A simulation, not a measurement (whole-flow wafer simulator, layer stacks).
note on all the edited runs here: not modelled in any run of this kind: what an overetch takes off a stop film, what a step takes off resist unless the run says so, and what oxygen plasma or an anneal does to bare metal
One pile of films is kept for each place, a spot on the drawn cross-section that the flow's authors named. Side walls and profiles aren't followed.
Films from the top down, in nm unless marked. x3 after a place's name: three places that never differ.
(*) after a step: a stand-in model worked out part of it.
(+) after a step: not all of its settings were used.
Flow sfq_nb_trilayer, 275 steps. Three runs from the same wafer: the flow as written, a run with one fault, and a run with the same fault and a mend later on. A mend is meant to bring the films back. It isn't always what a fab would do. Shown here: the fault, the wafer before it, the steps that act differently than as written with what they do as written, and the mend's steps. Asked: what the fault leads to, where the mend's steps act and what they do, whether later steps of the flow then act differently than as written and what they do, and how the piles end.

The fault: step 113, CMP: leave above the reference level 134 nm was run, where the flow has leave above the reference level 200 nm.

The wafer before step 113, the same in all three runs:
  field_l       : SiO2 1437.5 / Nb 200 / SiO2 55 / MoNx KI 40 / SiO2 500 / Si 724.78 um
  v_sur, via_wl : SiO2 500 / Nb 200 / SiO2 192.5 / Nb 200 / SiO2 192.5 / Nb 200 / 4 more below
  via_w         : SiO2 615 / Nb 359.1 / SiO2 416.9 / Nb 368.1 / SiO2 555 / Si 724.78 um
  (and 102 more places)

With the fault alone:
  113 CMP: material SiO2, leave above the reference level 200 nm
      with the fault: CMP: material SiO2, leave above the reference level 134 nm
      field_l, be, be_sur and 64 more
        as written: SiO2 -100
        with the fault: SiO2 -166
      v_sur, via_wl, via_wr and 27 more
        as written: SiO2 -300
        with the fault: SiO2 -366
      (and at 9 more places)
  Later steps of the flow that act differently than as written (4 more steps differ only slightly, by at most 2% or 0.5 nm, whichever is larger, and aren't shown):
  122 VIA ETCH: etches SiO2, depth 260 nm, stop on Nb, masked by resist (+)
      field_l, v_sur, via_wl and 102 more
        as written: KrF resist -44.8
        with the fault: KrF resist -34.6
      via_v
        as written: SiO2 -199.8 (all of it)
        with the fault: SiO2 -133.8 (all of it)
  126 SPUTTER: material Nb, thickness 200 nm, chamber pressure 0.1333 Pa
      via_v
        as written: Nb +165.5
        with the fault: Nb +180.1
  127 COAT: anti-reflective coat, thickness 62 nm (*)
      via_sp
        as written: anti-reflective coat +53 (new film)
        with the fault: anti-reflective coat +54.3 (new film)
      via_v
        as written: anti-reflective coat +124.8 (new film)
        with the fault: anti-reflective coat +109.5 (new film)
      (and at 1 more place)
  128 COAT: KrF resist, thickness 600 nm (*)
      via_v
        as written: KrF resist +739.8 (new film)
        with the fault: KrF resist +685.3 (new film)
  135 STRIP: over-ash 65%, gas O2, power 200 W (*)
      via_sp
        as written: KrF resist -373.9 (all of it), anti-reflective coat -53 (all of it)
        with the fault: KrF resist -378.4 (all of it), anti-reflective coat -54.3 (all of it)
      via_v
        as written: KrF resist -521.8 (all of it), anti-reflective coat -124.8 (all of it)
        with the fault: KrF resist -467.5 (all of it), anti-reflective coat -109.5 (all of it)
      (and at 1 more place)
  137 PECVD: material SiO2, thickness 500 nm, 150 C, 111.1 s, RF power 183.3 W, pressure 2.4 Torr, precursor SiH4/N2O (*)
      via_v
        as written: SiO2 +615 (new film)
        with the fault: SiO2 +509.9 (new film)
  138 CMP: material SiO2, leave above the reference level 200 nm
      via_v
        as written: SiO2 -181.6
        with the fault: SiO2 -157.1
  At the end the piles differ from the flow's by more than 2% or 0.5 nm, whichever is larger, at field_l, v_sur, via_wl and 102 more.
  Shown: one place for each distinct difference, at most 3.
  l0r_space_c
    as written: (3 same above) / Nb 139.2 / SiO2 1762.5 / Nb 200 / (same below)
    with the fault: (3 same above) / Nb 139.2 / SiO2 1696.5 / Nb 200 / (same below)
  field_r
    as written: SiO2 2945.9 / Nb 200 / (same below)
    with the fault: SiO2 2879.9 / Nb 200 / (same below)
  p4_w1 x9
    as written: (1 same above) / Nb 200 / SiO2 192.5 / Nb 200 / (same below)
    with the fault: (1 same above) / Nb 200 / SiO2 126.5 / Nb 200 / (same below)

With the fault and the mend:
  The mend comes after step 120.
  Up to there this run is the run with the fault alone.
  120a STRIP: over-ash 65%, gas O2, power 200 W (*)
      field_l, v_sur, via_wl and 102 more
        KrF resist -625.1 (all of it), anti-reflective coat -62 (all of it)
      via_v
        anti-reflective coat -62 (all of it)
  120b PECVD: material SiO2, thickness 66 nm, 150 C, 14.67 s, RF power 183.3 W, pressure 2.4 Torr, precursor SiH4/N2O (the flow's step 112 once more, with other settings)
      field_l, v_sur, via_wl and 103 more
        SiO2 +66
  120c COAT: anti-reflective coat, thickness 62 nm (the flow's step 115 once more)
      field_l, v_sur, via_wl and 103 more
        anti-reflective coat +62 (new film)
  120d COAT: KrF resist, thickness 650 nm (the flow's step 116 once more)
      field_l, v_sur, via_wl and 103 more
        KrF resist +650 (new film)
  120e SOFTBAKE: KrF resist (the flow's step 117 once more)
      changes no film at any place that is followed
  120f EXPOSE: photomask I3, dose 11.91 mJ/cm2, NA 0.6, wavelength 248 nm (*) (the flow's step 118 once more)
      changes no film at any place that is followed
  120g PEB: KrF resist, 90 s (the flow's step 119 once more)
      field_l, v_sur, via_wl and 103 more
        KrF resist -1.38
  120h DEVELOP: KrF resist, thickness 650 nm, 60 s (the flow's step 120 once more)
      field_l, v_sur, via_wl and 102 more
        KrF resist -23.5
      via_v
        KrF resist -648.6 (all of it)
  No later step of the flow acts differently than as written, at any place that is followed, by more than 2% or 0.5 nm, whichever is larger.
  At the end the piles are the same as the flow's at every place that both follow.
